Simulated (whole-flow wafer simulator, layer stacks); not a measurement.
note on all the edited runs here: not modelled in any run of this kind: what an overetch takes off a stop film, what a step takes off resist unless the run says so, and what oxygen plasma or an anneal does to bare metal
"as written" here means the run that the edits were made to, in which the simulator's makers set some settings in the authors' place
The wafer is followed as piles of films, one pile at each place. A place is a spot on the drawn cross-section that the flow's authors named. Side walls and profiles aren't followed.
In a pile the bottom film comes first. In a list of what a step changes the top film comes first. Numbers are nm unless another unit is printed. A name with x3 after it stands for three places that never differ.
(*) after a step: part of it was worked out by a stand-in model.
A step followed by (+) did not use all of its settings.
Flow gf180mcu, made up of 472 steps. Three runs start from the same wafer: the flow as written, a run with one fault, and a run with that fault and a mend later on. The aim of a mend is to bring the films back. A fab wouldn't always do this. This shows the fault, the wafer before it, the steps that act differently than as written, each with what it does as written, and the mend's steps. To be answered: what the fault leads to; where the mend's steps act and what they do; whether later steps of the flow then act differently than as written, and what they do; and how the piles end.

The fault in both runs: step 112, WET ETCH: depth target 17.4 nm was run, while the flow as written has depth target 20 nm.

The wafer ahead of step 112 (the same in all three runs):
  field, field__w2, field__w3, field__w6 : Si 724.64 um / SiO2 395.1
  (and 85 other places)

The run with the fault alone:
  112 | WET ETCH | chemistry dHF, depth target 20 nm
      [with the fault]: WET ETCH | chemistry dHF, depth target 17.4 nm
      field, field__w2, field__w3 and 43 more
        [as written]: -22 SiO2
        [with the fault]: -19.1 SiO2
  Steps later in the flow that act otherwise than as written (not shown: 56 more steps that differ only slightly, by at most 2% or 0.5 nm, whichever is larger):
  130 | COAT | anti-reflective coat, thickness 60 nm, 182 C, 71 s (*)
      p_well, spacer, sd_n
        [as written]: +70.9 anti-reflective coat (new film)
        [with the fault]: +73.6 anti-reflective coat (new film)
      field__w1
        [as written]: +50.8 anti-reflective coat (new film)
        [with the fault]: +49.4 anti-reflective coat (new film)
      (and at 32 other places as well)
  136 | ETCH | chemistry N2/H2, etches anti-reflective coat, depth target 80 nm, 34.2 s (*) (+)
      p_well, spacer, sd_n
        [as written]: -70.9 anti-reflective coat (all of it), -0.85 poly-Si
        [with the fault]: -73.6 anti-reflective coat (all of it), -0.78 poly-Si
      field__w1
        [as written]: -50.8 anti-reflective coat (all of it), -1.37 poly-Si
        [with the fault]: -49.4 anti-reflective coat (all of it), -1.4 poly-Si
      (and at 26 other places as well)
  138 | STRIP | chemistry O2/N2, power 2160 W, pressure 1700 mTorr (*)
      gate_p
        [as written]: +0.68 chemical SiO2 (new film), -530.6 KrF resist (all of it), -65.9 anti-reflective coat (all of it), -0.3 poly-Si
        [with the fault]: +0.68 chemical SiO2 (new film), -530.7 KrF resist (all of it), -67.3 anti-reflective coat (all of it), -0.3 poly-Si
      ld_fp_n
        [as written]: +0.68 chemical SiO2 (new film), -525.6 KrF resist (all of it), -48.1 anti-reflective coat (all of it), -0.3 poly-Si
        [with the fault]: +0.68 chemical SiO2 (new film), -525.3 KrF resist (all of it), -46.9 anti-reflective coat (all of it), -0.3 poly-Si
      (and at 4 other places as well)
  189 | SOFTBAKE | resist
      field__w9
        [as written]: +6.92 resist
        [with the fault]: -3.08 resist
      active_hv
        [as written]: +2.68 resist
        [with the fault]: -0.51 resist
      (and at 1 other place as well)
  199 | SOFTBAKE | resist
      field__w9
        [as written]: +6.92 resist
        [with the fault]: -3.08 resist
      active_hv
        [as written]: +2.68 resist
        [with the fault]: -0.51 resist
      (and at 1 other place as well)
  The piles end only slightly different from the flow's at the places that both follow, by no more than 2% or 0.5 nm, whichever is larger.

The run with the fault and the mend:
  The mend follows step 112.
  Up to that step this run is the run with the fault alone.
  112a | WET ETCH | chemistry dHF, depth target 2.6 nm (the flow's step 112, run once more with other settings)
      field, field__w2, field__w3 and 43 more
        -2.6 SiO2
  Later steps of the flow that are run all act as written at every place that is followed, up to a difference of at most 2% or 0.5 nm, whichever is larger.
  The piles end only slightly different from the flow's at the places that both follow, by no more than 2% or 0.5 nm, whichever is larger.
